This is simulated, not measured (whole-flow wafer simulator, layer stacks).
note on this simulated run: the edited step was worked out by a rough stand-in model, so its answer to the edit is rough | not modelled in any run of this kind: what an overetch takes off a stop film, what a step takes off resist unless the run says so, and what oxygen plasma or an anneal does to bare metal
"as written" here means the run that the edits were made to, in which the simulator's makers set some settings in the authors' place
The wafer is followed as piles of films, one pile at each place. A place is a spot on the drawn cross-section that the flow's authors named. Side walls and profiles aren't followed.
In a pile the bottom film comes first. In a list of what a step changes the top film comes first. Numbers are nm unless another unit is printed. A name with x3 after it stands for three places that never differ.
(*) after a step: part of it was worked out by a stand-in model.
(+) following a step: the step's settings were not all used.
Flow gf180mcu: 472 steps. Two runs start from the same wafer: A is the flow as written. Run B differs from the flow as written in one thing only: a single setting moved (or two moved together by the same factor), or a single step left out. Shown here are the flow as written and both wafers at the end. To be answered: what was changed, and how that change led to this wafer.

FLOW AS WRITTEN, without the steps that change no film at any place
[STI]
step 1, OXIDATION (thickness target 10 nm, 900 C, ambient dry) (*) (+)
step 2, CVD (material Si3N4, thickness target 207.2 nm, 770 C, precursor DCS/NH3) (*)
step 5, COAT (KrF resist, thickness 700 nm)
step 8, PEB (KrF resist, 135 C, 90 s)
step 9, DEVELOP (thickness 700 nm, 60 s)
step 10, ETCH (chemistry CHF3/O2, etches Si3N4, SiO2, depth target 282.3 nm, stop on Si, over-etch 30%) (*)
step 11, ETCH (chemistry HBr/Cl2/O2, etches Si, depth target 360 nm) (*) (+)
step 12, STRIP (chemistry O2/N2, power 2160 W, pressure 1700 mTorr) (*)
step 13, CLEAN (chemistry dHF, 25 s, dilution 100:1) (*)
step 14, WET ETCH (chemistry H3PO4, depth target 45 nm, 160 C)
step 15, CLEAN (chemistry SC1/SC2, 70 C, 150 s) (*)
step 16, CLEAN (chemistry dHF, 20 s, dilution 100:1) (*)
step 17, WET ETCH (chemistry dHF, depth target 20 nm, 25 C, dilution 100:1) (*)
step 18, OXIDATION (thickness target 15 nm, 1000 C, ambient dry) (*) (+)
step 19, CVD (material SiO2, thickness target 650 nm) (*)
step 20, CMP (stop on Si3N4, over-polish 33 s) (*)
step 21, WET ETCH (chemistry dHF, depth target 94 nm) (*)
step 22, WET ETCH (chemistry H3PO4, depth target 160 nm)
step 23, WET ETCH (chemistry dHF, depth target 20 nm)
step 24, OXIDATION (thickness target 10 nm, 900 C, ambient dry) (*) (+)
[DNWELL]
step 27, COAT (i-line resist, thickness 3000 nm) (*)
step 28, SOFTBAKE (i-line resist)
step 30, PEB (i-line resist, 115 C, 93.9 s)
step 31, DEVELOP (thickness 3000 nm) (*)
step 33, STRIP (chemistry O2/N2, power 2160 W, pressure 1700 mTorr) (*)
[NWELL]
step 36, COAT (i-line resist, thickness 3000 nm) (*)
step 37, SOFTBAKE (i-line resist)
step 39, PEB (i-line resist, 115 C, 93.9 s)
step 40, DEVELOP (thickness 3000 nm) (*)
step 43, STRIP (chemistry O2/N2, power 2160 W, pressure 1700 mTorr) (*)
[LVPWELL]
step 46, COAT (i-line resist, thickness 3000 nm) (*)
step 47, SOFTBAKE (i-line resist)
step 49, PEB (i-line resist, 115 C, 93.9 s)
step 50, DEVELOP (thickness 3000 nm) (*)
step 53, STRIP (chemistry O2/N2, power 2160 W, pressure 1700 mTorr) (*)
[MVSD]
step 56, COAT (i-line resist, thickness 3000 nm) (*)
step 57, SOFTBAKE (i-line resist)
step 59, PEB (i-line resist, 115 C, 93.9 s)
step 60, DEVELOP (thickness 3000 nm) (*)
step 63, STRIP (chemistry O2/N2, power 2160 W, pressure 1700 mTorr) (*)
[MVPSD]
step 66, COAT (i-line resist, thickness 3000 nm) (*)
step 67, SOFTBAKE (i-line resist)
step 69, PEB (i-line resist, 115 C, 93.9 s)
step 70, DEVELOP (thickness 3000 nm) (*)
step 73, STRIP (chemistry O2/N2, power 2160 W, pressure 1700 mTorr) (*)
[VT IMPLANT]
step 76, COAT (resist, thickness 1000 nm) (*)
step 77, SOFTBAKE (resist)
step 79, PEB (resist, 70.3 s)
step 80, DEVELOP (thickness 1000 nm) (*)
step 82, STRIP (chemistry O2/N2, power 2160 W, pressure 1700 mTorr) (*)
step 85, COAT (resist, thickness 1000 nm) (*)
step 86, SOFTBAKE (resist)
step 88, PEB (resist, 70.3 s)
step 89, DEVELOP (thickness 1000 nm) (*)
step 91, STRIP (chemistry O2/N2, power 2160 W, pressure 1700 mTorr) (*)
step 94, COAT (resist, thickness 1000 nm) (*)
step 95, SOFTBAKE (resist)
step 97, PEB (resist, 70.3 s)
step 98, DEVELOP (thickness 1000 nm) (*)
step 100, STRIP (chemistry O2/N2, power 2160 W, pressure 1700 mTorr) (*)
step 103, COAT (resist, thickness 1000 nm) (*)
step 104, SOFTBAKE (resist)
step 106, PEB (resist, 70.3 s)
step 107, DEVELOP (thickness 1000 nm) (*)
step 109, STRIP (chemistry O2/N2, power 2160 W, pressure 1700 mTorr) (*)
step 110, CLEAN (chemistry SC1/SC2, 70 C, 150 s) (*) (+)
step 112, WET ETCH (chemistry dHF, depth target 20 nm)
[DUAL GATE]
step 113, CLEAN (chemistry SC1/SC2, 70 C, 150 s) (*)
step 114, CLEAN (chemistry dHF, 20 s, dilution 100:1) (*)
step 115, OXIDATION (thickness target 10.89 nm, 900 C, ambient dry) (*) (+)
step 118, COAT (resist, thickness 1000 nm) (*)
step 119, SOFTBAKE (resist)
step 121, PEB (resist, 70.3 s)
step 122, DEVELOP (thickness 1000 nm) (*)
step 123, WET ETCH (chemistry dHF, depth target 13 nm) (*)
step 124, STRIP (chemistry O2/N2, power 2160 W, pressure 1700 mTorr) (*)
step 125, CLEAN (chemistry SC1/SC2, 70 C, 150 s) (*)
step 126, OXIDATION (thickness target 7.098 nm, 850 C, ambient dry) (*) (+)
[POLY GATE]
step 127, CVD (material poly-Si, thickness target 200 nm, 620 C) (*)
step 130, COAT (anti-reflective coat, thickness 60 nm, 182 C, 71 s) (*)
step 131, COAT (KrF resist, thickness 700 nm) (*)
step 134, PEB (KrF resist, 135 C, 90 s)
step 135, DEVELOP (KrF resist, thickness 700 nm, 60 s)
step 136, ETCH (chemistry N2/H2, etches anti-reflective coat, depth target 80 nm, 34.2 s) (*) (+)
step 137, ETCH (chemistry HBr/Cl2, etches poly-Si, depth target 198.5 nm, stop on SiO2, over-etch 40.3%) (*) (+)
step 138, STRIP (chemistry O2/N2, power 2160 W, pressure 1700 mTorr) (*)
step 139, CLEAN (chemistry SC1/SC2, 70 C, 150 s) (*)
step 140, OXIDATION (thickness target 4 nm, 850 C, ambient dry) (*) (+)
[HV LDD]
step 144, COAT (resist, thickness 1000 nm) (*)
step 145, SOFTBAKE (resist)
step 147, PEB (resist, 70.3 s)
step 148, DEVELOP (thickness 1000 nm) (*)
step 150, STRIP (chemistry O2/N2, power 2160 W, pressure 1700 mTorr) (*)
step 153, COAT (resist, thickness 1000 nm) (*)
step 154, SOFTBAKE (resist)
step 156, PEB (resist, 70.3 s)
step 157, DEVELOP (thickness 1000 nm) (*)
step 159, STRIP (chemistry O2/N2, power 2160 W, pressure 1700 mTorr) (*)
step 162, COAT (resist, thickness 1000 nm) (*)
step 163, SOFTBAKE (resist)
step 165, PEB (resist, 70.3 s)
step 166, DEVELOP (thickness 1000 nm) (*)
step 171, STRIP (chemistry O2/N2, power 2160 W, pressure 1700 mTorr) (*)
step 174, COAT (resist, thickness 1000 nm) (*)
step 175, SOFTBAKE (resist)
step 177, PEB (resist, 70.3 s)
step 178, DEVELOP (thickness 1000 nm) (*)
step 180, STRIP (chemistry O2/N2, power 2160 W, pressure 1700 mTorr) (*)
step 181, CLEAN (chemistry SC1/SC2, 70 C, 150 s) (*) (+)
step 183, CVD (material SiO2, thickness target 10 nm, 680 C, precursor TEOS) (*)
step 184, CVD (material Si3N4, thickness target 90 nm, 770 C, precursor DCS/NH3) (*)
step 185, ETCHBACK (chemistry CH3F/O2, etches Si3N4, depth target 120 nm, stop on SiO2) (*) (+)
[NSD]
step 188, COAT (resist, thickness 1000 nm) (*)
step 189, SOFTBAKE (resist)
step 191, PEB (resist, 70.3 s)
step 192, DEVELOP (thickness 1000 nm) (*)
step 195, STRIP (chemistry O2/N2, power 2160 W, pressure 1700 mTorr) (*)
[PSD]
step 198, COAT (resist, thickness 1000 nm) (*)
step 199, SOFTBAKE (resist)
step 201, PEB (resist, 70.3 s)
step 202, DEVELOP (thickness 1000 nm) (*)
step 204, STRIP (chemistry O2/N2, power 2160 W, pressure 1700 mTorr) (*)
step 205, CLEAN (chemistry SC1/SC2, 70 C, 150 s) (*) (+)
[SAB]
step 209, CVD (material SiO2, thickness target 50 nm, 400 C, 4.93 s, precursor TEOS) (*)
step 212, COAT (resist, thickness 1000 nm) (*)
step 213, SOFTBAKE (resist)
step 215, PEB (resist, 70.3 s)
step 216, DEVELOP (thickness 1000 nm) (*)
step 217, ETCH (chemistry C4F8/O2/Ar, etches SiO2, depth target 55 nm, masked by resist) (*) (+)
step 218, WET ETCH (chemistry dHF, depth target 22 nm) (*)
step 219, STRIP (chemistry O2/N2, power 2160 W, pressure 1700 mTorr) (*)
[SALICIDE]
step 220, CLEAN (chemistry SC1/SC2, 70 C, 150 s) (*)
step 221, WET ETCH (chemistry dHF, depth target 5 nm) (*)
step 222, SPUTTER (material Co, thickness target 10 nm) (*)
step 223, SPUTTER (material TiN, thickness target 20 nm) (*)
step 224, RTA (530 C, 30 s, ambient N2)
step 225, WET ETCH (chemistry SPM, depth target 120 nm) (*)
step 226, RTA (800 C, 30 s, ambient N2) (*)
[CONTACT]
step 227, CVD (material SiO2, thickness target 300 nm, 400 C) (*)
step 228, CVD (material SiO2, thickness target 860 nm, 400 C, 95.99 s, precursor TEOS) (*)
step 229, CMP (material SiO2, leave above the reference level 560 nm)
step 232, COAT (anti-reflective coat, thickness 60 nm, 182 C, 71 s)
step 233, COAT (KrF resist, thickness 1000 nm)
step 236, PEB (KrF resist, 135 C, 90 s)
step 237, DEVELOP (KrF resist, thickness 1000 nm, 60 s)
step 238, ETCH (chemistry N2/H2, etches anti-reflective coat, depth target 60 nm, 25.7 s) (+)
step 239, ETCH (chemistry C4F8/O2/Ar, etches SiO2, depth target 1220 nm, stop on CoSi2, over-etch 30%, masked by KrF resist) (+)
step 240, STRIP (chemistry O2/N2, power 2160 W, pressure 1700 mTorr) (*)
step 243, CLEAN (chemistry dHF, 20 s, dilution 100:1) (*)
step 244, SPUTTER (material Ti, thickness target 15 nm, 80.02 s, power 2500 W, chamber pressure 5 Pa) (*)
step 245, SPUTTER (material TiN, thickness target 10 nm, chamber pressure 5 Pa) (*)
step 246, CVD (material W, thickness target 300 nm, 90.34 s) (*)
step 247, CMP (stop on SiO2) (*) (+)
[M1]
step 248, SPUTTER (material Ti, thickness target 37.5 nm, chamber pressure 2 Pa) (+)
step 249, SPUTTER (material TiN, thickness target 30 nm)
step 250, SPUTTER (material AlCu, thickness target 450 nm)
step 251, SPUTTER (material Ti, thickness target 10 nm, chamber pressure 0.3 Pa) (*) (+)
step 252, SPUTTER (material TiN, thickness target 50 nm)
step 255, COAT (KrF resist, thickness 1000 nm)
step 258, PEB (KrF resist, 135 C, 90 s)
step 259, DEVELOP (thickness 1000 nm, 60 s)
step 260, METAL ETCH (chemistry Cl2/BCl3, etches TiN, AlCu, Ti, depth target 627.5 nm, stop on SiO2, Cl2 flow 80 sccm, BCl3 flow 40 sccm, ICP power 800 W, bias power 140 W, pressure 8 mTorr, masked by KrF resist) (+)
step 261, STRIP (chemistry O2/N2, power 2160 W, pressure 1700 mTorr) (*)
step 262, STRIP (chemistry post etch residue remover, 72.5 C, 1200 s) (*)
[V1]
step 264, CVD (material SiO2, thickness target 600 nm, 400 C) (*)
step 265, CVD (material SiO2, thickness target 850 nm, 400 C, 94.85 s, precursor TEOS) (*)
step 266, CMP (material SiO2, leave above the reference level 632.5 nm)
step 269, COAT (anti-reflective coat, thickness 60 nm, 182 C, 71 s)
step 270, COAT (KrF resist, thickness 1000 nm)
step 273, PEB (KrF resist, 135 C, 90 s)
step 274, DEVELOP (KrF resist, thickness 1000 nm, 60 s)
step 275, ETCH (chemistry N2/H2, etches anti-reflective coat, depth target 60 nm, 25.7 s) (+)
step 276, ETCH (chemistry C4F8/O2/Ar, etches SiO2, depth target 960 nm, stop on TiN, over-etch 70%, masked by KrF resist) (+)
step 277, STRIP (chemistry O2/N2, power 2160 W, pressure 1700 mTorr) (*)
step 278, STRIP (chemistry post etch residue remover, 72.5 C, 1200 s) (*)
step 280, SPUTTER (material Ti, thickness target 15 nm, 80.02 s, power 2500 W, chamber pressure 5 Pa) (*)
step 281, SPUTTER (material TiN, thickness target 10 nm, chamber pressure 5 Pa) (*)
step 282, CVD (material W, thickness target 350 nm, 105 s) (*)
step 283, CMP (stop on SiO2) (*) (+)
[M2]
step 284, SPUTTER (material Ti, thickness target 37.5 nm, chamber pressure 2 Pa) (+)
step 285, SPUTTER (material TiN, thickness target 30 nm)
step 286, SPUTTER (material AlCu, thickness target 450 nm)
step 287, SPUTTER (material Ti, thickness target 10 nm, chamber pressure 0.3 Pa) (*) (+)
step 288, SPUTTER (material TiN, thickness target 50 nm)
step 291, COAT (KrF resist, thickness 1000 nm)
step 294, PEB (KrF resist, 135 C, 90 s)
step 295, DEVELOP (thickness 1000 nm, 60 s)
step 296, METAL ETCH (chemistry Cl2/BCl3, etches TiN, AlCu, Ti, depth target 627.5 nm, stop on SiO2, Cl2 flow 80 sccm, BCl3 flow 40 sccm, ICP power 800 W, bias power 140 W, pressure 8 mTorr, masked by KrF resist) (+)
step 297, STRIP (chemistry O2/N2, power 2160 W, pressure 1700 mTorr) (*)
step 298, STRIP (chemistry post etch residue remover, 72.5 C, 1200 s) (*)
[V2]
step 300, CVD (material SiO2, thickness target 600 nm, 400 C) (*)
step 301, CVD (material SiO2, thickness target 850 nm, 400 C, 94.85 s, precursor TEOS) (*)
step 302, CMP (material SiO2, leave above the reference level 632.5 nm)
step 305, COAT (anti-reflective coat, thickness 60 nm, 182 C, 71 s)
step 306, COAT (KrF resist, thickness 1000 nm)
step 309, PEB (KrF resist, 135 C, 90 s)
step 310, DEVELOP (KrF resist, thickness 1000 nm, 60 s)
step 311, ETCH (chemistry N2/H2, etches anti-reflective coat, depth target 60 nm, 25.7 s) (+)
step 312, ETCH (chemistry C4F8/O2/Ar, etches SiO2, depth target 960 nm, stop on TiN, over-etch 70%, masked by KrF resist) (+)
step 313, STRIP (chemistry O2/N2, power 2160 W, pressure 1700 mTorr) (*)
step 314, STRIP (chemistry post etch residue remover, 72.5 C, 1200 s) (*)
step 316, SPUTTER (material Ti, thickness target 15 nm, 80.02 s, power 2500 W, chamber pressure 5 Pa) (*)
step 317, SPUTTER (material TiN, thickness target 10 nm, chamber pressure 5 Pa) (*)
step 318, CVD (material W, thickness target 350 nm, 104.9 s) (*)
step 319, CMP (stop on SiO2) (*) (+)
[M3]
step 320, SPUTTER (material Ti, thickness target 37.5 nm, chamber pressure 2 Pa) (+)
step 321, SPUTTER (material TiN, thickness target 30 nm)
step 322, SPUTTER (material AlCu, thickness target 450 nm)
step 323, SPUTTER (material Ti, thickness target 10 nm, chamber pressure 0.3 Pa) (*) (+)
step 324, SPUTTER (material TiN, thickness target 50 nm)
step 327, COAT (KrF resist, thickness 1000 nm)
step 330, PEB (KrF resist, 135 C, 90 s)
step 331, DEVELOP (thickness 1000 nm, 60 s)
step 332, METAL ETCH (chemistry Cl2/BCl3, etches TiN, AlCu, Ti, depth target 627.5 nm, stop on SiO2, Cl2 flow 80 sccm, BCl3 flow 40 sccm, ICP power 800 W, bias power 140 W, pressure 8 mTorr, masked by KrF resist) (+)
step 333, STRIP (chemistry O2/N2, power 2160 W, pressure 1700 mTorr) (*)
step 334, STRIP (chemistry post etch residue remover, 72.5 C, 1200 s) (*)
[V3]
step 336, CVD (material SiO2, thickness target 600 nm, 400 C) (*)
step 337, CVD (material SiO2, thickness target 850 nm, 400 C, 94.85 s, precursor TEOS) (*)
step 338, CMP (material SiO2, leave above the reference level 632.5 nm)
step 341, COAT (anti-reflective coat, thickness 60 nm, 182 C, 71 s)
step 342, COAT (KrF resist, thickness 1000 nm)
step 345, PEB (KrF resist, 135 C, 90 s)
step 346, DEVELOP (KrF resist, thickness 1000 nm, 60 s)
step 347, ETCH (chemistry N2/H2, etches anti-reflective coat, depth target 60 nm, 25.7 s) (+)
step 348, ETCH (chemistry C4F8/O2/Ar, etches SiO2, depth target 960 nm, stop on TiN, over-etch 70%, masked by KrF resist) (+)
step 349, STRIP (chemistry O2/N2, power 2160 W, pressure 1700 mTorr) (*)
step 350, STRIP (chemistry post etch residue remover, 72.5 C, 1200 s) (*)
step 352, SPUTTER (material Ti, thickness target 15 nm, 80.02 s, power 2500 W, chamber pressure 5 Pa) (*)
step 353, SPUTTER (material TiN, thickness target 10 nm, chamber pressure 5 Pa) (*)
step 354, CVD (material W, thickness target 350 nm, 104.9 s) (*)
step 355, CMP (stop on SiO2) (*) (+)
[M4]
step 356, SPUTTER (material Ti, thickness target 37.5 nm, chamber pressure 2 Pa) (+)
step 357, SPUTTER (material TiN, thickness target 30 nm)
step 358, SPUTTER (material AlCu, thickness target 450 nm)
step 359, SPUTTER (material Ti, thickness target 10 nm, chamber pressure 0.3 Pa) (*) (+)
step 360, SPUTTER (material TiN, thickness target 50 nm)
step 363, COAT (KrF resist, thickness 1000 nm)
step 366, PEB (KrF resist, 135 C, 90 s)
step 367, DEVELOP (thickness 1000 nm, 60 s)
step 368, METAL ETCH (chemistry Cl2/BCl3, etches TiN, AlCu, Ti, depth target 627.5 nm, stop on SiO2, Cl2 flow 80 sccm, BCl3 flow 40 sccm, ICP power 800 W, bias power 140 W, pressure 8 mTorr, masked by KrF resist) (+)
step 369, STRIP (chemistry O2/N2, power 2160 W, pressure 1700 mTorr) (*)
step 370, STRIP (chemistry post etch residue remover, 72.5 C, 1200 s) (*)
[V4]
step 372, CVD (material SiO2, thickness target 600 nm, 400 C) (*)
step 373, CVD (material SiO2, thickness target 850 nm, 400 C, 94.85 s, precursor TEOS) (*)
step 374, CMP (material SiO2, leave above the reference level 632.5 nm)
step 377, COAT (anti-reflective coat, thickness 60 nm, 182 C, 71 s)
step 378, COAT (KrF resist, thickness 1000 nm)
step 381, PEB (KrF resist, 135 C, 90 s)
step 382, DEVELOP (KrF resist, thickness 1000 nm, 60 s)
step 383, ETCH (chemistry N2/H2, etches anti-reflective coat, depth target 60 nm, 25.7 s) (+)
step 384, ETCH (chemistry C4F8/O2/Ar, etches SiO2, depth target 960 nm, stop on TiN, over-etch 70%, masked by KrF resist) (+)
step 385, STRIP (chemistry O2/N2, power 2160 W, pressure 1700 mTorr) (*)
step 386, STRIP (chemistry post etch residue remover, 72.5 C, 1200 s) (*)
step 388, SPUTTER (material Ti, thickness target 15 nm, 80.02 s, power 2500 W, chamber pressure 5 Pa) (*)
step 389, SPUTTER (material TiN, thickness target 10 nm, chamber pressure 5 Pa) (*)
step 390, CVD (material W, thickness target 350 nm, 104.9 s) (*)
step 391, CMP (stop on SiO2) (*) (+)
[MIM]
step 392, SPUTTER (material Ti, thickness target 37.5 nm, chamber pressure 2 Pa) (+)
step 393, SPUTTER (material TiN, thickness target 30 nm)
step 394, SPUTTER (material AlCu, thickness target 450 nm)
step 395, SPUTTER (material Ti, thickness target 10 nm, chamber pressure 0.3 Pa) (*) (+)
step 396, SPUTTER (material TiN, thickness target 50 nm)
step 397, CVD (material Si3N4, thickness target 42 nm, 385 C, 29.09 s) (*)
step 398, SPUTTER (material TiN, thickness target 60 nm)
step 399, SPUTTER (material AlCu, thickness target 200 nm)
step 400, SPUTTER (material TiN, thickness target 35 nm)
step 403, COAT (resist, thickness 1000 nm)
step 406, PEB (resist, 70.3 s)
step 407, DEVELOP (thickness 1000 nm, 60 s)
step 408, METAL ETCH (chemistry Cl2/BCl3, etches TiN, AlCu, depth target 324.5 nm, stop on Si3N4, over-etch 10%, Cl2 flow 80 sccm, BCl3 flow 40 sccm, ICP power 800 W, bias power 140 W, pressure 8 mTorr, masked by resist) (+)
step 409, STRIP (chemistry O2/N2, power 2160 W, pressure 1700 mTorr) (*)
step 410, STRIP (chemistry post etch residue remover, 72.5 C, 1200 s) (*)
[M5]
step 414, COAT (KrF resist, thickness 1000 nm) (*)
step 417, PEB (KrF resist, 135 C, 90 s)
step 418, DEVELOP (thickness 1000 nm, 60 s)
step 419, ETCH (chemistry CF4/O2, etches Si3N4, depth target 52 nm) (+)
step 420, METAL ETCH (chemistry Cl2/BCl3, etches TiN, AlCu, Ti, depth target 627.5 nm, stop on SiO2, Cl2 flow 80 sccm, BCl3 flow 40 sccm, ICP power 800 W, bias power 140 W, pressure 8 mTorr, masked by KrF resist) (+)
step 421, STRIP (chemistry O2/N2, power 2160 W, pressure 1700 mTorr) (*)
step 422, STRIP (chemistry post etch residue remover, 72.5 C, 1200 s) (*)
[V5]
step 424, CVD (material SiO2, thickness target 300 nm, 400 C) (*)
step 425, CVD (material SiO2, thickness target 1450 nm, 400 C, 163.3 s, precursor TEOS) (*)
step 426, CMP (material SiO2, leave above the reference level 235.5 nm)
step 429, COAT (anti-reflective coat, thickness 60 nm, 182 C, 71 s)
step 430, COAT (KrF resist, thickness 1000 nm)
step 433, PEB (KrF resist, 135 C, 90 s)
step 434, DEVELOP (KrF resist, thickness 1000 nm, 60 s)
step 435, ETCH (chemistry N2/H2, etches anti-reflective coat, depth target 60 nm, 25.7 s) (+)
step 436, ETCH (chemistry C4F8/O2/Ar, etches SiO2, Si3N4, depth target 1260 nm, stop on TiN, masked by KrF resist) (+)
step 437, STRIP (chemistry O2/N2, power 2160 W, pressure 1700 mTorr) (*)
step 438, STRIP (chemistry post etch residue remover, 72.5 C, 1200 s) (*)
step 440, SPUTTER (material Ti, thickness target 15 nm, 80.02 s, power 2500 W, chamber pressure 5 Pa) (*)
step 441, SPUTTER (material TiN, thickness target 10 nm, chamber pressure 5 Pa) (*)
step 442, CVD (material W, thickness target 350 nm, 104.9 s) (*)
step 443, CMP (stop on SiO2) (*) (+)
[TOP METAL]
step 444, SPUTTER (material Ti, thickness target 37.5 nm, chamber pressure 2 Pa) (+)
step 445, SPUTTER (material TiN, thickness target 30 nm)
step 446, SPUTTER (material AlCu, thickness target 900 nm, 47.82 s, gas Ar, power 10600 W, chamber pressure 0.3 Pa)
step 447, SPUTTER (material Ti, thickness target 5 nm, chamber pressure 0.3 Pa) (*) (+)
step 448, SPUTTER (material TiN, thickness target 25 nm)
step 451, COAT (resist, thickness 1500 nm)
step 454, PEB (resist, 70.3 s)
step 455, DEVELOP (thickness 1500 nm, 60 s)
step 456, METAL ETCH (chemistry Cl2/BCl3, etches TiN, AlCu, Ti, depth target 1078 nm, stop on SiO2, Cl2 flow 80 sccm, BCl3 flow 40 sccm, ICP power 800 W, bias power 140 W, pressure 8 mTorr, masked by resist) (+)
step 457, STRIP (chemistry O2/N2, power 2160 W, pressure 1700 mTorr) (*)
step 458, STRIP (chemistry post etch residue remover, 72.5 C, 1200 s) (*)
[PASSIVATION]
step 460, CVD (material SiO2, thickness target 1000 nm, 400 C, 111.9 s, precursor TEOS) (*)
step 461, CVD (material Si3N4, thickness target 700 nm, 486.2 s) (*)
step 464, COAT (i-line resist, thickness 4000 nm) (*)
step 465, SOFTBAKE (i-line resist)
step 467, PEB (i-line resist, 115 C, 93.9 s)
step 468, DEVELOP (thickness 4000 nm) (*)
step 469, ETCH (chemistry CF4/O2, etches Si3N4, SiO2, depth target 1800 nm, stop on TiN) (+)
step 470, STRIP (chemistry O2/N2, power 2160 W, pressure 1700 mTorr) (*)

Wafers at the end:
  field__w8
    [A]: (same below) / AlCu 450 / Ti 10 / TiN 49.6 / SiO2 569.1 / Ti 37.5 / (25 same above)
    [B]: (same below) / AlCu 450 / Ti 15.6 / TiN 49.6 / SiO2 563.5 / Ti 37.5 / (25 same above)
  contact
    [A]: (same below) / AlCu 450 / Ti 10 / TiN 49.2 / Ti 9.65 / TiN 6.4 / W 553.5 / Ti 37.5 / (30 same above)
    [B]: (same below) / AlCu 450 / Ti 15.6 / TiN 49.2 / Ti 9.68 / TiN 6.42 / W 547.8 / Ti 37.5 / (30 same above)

Cause: step 287, SPUTTER: thickness target 15.6 nm was run, while the flow as written has thickness target 10 nm.
The wafer itself shows it: field__w8 has Ti 15.6, and step 287 as written asks for 10 nm.

How this came from the change, step by step:
  step 287, SPUTTER (material Ti, thickness target 10 nm, chamber pressure 0.3 Pa) (*) (+)
      field, field__w1, field__w2 and 108 more: A +10 Ti (new film) | B +15.6 Ti (new film)
  step 296, METAL ETCH (chemistry Cl2/BCl3, etches TiN, AlCu, Ti, depth target 627.5 nm, stop on SiO2, Cl2 flow 80 sccm, BCl3 flow 40 sccm, ICP power 800 W, bias power 140 W, pressure 8 mTorr, masked by KrF resist) (+)
      field, field__w1, field__w2 and 103 more: A -50 TiN (all of it), -10 Ti (all of it), -450 AlCu (all of it), -30 TiN (all of it), -37.5 Ti (all of it) | B -50 TiN (all of it), -15.6 Ti (all of it), -450 AlCu (all of it), -30 TiN (all of it), -37.5 Ti (all of it)
